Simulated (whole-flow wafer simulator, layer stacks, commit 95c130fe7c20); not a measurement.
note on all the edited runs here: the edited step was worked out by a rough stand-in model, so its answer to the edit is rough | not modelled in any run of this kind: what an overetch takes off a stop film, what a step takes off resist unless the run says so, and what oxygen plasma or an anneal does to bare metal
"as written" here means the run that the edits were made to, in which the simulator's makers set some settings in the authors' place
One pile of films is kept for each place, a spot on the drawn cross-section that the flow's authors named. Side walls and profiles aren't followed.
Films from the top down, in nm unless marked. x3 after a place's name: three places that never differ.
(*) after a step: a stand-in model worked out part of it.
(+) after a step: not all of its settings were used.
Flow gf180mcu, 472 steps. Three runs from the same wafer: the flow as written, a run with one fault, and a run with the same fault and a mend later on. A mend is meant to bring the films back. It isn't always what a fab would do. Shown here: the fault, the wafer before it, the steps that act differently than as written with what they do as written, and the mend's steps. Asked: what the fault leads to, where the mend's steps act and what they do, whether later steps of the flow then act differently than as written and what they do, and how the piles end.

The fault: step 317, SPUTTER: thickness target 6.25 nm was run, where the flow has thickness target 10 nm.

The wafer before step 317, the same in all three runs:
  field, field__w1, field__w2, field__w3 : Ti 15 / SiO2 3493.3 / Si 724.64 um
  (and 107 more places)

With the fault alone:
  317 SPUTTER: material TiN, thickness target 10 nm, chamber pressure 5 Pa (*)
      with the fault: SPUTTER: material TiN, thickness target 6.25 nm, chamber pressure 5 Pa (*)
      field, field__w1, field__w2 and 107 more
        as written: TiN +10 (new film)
        with the fault: TiN +6.25 (new film)
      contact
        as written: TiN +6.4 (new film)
        with the fault: TiN +4.01 (new film)
  Later steps of the flow that act differently than as written (1 more step differs only slightly, by at most 2% or 0.5 nm, whichever is larger, and isn't shown):
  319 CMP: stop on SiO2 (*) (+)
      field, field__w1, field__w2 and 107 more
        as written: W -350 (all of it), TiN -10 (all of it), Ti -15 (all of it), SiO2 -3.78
        with the fault: W -350 (all of it), TiN -6.25 (all of it), Ti -15 (all of it), SiO2 -3.75
  At the end the piles differ from the flow's by more than 2% or 0.5 nm, whichever is larger, at contact.
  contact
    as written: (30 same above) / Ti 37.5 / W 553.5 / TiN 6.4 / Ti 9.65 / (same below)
    with the fault: (30 same above) / Ti 37.5 / W 555.9 / TiN 4.01 / Ti 9.65 / (same below)

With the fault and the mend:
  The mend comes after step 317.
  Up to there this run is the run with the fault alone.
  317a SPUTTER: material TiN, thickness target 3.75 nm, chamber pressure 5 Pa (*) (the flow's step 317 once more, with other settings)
      field, field__w1, field__w2 and 107 more
        TiN +3.75
      contact
        TiN +2.4
  No later step of the flow acts differently than as written at any place that is followed.
  At the end the piles are the same as the flow's at every place that both follow.
